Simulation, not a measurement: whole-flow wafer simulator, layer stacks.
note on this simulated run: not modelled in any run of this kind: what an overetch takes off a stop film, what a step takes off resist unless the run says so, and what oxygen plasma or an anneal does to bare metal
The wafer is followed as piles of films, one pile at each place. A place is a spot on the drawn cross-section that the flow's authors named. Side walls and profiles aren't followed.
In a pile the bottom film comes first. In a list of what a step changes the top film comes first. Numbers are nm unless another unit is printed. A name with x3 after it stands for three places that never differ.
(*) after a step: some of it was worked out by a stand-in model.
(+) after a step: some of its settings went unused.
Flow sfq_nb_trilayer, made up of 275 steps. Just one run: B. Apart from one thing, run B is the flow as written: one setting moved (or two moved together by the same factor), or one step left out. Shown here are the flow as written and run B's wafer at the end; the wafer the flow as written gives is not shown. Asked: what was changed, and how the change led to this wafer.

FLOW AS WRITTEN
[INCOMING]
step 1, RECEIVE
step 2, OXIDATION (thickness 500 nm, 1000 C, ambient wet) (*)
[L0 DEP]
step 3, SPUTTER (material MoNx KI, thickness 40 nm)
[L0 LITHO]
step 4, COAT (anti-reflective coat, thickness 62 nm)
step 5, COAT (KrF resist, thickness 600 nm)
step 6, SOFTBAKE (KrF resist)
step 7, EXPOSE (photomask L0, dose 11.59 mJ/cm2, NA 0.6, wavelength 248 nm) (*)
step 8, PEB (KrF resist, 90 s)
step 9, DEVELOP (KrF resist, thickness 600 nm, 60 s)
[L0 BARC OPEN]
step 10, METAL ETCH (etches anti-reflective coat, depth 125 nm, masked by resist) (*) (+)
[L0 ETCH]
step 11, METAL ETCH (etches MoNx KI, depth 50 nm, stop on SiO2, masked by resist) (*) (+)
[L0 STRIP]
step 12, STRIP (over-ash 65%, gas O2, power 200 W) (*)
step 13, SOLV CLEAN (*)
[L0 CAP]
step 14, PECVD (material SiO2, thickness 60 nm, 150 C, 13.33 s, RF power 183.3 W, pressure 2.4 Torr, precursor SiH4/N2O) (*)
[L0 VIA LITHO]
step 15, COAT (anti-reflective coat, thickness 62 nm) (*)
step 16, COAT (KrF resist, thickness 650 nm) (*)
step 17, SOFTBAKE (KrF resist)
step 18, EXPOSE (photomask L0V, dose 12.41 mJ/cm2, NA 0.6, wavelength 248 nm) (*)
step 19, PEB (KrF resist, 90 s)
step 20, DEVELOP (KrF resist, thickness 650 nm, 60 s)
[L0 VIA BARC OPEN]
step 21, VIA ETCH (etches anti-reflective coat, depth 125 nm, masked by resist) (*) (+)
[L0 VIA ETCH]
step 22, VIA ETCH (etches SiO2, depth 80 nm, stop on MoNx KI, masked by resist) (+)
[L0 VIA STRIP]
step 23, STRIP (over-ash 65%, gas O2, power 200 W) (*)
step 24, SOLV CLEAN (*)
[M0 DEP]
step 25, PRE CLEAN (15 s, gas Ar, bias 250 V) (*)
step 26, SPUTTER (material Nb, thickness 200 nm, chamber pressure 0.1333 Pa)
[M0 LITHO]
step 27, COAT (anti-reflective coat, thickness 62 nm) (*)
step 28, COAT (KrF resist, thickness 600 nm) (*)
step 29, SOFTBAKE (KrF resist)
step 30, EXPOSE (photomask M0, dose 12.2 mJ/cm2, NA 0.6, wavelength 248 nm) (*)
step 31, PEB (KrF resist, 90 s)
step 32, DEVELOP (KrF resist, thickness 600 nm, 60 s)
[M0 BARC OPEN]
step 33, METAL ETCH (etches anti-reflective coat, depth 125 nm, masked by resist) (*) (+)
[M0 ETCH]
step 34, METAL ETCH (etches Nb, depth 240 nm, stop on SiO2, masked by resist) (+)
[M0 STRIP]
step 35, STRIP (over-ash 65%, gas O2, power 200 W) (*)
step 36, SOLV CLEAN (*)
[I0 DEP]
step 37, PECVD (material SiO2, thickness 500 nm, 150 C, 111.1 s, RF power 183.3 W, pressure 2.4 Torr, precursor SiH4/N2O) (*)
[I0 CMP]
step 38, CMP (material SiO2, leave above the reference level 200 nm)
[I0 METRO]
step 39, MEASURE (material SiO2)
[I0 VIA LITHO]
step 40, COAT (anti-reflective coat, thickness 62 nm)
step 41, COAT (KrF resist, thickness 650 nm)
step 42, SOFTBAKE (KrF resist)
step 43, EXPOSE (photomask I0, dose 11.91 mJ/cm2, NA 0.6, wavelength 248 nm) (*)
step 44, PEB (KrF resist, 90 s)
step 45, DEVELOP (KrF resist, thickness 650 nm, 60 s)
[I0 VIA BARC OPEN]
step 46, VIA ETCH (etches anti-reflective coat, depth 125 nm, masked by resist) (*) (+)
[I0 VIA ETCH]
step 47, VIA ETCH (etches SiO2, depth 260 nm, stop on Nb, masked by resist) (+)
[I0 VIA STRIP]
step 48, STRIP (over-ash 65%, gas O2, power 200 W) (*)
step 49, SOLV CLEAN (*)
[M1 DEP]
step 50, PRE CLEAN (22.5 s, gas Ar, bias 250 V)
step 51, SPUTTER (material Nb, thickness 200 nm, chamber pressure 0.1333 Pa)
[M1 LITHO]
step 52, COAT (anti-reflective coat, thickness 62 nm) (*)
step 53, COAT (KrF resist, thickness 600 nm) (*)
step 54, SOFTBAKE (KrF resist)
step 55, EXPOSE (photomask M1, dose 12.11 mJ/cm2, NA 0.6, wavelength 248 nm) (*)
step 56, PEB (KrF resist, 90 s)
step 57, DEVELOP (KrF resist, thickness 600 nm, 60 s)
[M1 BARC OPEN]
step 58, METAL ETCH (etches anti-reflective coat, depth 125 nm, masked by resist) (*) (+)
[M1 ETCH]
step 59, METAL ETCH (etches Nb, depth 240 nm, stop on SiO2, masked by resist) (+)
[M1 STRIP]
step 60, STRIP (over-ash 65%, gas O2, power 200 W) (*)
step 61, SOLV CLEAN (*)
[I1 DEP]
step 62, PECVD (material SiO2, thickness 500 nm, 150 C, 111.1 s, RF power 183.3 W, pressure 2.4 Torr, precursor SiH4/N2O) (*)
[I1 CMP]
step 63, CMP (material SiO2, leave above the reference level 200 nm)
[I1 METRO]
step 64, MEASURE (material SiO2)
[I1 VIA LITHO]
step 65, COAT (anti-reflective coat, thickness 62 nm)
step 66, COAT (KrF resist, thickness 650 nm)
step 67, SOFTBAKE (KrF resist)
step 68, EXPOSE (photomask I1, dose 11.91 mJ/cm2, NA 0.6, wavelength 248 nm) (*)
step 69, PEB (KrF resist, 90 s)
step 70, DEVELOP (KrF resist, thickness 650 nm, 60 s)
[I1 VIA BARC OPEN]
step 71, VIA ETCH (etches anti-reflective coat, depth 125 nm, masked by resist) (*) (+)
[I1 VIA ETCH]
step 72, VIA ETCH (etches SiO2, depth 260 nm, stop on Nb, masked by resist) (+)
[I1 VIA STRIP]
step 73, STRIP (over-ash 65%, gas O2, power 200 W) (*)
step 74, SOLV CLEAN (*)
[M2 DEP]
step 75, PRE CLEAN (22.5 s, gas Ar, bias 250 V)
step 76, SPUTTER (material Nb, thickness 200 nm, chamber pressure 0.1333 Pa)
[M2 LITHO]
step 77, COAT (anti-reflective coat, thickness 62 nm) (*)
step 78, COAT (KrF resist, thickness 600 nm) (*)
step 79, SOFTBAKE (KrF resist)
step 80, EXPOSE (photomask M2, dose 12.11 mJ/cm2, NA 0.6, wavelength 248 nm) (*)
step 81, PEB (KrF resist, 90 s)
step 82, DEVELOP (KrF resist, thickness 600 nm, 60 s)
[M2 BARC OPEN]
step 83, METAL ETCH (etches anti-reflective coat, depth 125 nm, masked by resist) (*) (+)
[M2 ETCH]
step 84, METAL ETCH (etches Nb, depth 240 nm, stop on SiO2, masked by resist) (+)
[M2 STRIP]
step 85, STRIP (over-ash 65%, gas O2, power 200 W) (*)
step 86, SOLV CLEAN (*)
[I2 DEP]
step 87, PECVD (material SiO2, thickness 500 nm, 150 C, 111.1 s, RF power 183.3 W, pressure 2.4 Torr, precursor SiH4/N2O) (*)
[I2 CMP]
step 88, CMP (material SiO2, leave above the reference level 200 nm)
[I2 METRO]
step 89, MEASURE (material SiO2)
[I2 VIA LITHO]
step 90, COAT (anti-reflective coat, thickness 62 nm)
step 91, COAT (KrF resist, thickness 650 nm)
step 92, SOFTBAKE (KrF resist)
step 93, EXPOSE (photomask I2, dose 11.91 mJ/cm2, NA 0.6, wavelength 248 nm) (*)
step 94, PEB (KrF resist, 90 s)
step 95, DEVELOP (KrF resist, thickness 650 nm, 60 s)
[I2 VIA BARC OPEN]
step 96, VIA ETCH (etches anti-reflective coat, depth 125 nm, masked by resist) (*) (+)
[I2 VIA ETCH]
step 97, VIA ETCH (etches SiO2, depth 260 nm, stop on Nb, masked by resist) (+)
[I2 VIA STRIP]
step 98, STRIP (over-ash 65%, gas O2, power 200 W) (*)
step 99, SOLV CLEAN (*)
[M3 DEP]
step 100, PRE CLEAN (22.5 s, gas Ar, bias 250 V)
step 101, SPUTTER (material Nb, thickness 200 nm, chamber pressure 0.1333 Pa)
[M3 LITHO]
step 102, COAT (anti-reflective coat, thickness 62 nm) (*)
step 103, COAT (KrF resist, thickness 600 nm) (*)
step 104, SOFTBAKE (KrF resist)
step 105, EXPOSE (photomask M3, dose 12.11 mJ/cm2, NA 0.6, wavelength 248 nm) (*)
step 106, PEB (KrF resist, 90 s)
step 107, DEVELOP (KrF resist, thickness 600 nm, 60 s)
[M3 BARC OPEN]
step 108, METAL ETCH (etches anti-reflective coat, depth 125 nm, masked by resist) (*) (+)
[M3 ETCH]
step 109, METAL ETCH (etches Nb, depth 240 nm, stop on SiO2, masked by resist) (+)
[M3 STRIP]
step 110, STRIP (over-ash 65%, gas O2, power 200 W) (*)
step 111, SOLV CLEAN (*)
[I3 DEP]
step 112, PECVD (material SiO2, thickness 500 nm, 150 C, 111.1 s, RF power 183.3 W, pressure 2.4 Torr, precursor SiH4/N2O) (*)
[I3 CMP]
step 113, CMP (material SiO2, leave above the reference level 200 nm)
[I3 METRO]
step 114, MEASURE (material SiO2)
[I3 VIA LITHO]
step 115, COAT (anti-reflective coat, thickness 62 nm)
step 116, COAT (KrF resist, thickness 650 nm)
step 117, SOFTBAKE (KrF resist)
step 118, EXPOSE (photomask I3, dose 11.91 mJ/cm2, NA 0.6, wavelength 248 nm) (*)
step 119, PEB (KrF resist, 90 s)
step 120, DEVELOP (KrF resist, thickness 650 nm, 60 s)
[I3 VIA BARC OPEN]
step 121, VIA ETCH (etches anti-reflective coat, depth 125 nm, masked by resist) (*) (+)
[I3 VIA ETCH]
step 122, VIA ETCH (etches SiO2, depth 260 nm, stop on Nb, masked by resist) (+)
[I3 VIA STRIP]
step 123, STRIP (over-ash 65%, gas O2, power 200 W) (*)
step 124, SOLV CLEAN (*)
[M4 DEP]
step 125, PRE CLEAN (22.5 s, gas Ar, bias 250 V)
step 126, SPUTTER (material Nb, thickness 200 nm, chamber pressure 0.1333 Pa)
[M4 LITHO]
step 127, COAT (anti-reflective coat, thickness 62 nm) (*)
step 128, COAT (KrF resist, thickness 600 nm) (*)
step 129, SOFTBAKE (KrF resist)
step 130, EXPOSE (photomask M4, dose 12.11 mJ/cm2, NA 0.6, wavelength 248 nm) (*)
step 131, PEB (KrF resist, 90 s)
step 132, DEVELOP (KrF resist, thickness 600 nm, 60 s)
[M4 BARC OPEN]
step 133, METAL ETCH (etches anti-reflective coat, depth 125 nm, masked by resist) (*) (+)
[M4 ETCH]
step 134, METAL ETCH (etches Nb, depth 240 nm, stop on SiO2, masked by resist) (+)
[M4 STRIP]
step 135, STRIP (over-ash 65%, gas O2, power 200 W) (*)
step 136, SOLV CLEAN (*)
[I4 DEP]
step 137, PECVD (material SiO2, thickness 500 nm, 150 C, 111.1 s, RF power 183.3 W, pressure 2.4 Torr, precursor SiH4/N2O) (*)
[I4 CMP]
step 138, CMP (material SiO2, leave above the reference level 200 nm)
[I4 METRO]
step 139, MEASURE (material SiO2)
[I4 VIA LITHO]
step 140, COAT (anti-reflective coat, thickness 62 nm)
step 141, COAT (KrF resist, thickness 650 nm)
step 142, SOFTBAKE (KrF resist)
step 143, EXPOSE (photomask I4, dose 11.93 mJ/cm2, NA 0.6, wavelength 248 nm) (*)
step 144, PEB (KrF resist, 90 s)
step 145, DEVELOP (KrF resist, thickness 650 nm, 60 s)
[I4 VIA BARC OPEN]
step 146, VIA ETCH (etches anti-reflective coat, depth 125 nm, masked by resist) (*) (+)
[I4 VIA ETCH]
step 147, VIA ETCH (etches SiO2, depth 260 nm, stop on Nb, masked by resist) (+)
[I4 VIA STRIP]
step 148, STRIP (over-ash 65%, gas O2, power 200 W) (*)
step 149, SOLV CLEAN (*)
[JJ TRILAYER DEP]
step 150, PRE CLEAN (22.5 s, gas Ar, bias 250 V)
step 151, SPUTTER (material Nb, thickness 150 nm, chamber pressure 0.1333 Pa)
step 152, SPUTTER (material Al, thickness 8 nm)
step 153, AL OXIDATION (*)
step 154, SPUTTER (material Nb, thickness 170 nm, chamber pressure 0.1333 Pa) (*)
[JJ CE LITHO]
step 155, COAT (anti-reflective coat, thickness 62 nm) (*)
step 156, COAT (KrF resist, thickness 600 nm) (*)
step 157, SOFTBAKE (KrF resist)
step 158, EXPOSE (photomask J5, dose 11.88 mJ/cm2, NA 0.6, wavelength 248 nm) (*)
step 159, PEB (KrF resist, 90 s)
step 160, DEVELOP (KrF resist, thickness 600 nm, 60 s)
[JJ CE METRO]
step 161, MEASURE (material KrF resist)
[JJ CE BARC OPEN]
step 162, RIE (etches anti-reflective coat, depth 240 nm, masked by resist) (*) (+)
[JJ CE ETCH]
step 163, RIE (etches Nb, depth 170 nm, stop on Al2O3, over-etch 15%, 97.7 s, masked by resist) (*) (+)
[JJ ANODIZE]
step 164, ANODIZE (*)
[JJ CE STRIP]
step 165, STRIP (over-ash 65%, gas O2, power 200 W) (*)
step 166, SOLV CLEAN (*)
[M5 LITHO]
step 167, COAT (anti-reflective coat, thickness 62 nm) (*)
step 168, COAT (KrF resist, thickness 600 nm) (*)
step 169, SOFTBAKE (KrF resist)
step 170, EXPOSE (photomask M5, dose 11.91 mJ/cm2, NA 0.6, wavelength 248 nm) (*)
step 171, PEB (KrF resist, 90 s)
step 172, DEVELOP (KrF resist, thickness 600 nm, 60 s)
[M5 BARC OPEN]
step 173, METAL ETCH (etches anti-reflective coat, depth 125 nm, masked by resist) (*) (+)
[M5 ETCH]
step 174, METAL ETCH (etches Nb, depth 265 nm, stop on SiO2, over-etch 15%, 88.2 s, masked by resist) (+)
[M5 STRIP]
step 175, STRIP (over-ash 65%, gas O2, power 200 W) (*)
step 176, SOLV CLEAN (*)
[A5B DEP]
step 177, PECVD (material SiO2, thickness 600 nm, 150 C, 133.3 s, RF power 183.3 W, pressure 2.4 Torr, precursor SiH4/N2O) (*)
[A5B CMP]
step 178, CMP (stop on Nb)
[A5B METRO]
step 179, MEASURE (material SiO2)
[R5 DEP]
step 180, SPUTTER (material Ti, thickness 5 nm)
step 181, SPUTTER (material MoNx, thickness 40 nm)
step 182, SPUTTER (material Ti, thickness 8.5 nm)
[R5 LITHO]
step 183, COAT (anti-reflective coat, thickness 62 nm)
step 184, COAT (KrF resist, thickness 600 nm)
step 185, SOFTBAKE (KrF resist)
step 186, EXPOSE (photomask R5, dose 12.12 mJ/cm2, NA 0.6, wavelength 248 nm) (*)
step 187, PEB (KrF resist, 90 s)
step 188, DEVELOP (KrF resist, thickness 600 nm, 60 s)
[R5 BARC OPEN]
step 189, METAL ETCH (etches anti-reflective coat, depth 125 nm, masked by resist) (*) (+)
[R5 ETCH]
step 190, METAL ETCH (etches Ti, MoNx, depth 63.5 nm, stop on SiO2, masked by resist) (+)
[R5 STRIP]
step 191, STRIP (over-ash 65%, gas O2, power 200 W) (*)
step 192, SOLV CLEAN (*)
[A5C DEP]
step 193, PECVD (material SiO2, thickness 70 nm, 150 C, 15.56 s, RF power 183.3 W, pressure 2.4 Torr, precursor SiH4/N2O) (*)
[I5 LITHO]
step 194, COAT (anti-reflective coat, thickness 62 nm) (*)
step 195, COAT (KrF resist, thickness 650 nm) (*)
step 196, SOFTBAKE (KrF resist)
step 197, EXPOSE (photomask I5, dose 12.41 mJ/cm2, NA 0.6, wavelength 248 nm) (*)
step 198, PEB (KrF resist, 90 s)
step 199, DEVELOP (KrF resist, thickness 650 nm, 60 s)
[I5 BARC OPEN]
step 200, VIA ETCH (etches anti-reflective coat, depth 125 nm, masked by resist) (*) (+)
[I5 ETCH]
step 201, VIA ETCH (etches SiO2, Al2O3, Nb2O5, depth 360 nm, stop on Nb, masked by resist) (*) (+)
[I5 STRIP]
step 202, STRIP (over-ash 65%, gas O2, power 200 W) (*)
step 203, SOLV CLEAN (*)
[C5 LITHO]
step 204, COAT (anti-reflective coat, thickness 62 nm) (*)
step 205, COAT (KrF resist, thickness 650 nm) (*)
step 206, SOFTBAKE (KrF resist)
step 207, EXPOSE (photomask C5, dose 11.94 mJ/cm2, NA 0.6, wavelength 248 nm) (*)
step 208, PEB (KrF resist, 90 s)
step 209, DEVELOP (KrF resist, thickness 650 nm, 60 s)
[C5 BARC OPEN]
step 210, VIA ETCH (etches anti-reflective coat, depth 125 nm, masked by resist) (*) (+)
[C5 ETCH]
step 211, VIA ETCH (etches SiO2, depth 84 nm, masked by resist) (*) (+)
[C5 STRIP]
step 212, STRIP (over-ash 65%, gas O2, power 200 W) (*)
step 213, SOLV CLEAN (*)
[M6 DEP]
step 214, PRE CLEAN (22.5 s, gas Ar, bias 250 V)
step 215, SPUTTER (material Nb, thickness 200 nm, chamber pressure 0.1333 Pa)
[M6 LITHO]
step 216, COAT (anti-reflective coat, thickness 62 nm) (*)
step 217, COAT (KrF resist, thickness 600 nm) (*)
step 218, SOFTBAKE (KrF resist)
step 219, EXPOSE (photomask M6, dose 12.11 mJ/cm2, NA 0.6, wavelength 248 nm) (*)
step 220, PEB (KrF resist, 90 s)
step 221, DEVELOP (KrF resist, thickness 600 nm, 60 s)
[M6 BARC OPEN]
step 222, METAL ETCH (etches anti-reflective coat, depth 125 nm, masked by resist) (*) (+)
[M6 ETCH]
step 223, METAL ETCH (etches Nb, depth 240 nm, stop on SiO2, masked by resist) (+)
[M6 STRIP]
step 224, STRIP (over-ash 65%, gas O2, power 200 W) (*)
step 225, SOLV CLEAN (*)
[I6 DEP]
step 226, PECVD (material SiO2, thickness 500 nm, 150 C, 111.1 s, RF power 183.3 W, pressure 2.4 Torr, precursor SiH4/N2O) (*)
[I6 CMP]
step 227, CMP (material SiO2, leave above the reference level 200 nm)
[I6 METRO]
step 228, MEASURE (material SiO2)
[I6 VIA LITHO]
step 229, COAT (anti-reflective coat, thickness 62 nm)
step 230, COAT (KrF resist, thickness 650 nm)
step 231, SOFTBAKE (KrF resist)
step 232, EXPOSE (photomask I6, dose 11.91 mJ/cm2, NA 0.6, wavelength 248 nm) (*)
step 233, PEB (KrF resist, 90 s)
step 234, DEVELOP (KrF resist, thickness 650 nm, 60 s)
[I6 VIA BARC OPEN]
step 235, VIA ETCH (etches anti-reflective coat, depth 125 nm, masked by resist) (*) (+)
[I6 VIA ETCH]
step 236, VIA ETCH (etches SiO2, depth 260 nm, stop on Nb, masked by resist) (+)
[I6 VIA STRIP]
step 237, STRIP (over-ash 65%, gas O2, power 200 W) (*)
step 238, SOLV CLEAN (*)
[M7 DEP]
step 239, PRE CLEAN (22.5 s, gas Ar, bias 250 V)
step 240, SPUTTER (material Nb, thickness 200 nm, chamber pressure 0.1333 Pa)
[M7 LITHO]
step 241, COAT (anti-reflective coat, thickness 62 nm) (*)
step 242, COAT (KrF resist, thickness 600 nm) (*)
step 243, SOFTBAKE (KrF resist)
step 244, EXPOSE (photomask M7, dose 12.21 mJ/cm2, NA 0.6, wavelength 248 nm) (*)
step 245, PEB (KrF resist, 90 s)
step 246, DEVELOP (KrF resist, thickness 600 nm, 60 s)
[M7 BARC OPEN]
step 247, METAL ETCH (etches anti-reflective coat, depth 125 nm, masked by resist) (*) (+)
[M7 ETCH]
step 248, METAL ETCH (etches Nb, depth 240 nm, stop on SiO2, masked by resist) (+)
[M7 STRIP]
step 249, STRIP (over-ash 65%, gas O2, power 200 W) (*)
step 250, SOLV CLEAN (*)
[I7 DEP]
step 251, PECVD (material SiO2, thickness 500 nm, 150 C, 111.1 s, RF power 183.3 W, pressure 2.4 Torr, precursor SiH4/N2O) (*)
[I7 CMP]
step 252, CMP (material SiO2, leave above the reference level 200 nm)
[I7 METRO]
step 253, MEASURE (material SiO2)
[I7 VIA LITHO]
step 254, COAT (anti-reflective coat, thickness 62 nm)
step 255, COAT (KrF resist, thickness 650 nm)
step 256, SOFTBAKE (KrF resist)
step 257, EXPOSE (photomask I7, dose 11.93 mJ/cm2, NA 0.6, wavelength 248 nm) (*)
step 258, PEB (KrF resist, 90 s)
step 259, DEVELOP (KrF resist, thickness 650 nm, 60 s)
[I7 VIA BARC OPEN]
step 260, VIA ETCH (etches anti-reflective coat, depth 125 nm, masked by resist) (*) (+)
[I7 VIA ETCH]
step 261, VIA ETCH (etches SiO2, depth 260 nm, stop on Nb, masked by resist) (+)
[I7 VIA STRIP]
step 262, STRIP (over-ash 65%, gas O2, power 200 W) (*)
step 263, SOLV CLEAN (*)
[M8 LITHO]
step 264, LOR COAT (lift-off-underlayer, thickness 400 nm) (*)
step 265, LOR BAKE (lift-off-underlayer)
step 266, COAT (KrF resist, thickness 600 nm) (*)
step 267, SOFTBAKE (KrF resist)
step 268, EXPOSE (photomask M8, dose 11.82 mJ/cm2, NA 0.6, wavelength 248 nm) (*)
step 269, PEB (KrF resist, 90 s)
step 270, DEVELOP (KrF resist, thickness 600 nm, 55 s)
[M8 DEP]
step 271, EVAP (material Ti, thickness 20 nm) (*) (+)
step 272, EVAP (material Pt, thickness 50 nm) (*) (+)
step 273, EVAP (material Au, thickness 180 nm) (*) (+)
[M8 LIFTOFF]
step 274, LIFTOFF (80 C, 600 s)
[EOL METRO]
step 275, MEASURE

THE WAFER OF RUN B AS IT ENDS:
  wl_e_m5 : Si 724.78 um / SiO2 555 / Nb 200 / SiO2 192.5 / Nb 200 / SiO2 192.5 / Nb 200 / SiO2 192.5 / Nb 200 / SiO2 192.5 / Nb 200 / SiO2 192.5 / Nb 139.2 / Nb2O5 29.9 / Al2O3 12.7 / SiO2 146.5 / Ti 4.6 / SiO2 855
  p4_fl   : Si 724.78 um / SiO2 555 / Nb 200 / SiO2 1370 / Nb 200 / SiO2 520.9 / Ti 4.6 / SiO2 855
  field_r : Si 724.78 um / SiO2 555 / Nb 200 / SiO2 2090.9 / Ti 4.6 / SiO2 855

Cause: step 190, METAL ETCH: depth 48.9 nm was run, while the flow as written has depth 63.5 nm.

Step by step, how the change led to this:
  step 190, METAL ETCH (etches Ti, MoNx, depth 63.5 nm, stop on SiO2, masked by resist) (+)
      field_l, v_sur, via_wl and 92 more: Ti loses 8.5 (all of it), MoNx loses 40 (all of it), Ti loses 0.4 (it would be, as written: Ti loses 8.5 (all of it), MoNx loses 40 (all of it), Ti loses 5 (all of it))
      ce_l, c5j, ce_r, wl_jj: Ti loses 8.5 (all of it), MoNx loses 40 (all of it), Ti loses 0.4 (it would be, as written: Ti loses 8.5 (all of it), MoNx loses 40 (all of it), Ti loses 5 (all of it), Nb loses 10)
      (as well as at 7 more places)
  step 193, PECVD (material SiO2, thickness 70 nm, 150 C, 15.56 s, RF power 183.3 W, pressure 2.4 Torr, precursor SiH4/N2O) (*)
      field_l, v_sur, via_wl and 92 more: SiO2 gains 70 (new film) (it would be, as written: SiO2 gains 70)
  step 194, COAT (anti-reflective coat, thickness 62 nm) (*)
      wl_j_sl, wl_j_sr: anti-reflective coat gains 62 (new film) (it would be, as written: anti-reflective coat gains 60.2 (new film))
      r5r_spacepad_l, r5r_spacepad_r: anti-reflective coat gains 82.4 (new film) (it would be, as written: anti-reflective coat gains 84.4 (new film))
      (as well as at 6 more places)
  step 201, VIA ETCH (etches SiO2, Al2O3, Nb2O5, depth 360 nm, stop on Nb, masked by resist) (*) (+)
      be: SiO2 loses 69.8 (all of it), Ti loses 4.6 (all of it), SiO2 loses 146.5 (all of it), Al2O3 loses 12.7 (all of it), Nb2O5 loses 29.9 (all of it) (it would be, as written: SiO2 loses 216.4 (all of it), Al2O3 loses 12.7 (all of it), Nb2O5 loses 29.9 (all of it))
  step 202, STRIP (over-ash 65%, gas O2, power 200 W) (*)
      wl_j_sl, wl_j_sr: KrF resist loses 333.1 (all of it), anti-reflective coat loses 62 (all of it) (it would be, as written: KrF resist loses 333.3 (all of it), anti-reflective coat loses 60.2 (all of it))
      r5r_spacepad_l, r5r_spacepad_r: KrF resist loses 335.4 (all of it), anti-reflective coat loses 82.4 (all of it) (it would be, as written: KrF resist loses 335.6 (all of it), anti-reflective coat loses 84.4 (all of it))
      (as well as at 6 more places)
  step 204, COAT (anti-reflective coat, thickness 62 nm) (*)
      wl_j_sl, wl_j_sr: anti-reflective coat gains 62 (new film) (it would be, as written: anti-reflective coat gains 60.2 (new film))
      r5r_spacepad_l, r5r_spacepad_r: anti-reflective coat gains 82.4 (new film) (it would be, as written: anti-reflective coat gains 84.4 (new film))
      (as well as at 6 more places)
  step 210, VIA ETCH (etches anti-reflective coat, depth 125 nm, masked by resist) (*) (+)
      c5j: anti-reflective coat loses 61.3 (all of it), SiO2 loses 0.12 (it would be, as written: anti-reflective coat loses 63.9 (all of it), SiO2 loses 0.11)
  step 211, VIA ETCH (etches SiO2, depth 84 nm, masked by resist) (*) (+)
      c5j: SiO2 loses 69.9 (all of it) (it would be, as written: SiO2 loses 69.9 (all of it), Nb loses 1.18)
  step 212, STRIP (over-ash 65%, gas O2, power 200 W) (*)
      wl_j_sl, wl_j_sr: KrF resist loses 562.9 (all of it), anti-reflective coat loses 62 (all of it) (it would be, as written: KrF resist loses 563.4 (all of it), anti-reflective coat loses 60.2 (all of it))
      r5r_spacepad_l, r5r_spacepad_r: KrF resist loses 565.2 (all of it), anti-reflective coat loses 82.4 (all of it) (it would be, as written: KrF resist loses 565.8 (all of it), anti-reflective coat loses 84.4 (all of it))
      (as well as at 5 more places)
  step 214, PRE CLEAN (22.5 s, gas Ar, bias 250 V)
      c5j: Ti loses 4.6 (all of it) (it would be, as written: Nb loses 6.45)
  step 216, COAT (anti-reflective coat, thickness 62 nm) (*)
      wl_j_sl, wl_j_sr: anti-reflective coat gains 62 (new film) (it would be, as written: anti-reflective coat gains 60.2 (new film))
      r5r_spacepad_l, r5r_spacepad_r: anti-reflective coat gains 83.5 (new film) (it would be, as written: anti-reflective coat gains 85.7 (new film))
      (as well as at 6 more places)
  step 222, METAL ETCH (etches anti-reflective coat, depth 125 nm, masked by resist) (*) (+)
      r5r_spacepad_l, r5r_spacepad_r: anti-reflective coat loses 83.5 (all of it) (it would be, as written: anti-reflective coat loses 85.7 (all of it))
  step 224, STRIP (over-ash 65%, gas O2, power 200 W) (*)
      wl_j_sl, wl_j_sr: KrF resist loses 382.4 (all of it), anti-reflective coat loses 62 (all of it) (it would be, as written: KrF resist loses 382.5 (all of it), anti-reflective coat loses 60.2 (all of it))
      jj_sur: KrF resist loses 377.4 (all of it), anti-reflective coat loses 58.9 (all of it) (it would be, as written: KrF resist loses 378.5 (all of it), anti-reflective coat loses 56.1 (all of it))
      (as well as at 5 more places)
  step 227, CMP (material SiO2, leave above the reference level 200 nm)
      ce_l, ce_r, wl_jj: SiO2 loses 300 (it would be, as written: SiO2 loses 290)
      r5r_line_l, r5r_line_c, r5r_line_r: SiO2 loses 148.9 (it would be, as written: SiO2 loses 153.5)
      (as well as at 3 more places)
Taking metal films that touch as one body, wl_e_m5 has 7 bodies (between them, from the top down: SiO2 146.5 / Al2O3 12.7 / Nb2O5 29.9; SiO2 192.5; SiO2 192.5; SiO2 192.5; SiO2 192.5; SiO2 192.5); the flow as written gives 6 bodies (between them, from the top down: SiO2 192.5; SiO2 192.5; SiO2 192.5; SiO2 192.5; SiO2 192.5).
Taking metal films that touch as one body, p4_fl has 3 bodies (between them, from the top down: SiO2 520.9; SiO2 1370); the flow as written gives 2 bodies (between them, from the top down: SiO2 1370).
Taking metal films that touch as one body, field_r has 2 bodies (between them, from the top down: SiO2 2090.9); the flow as written gives 1 body.
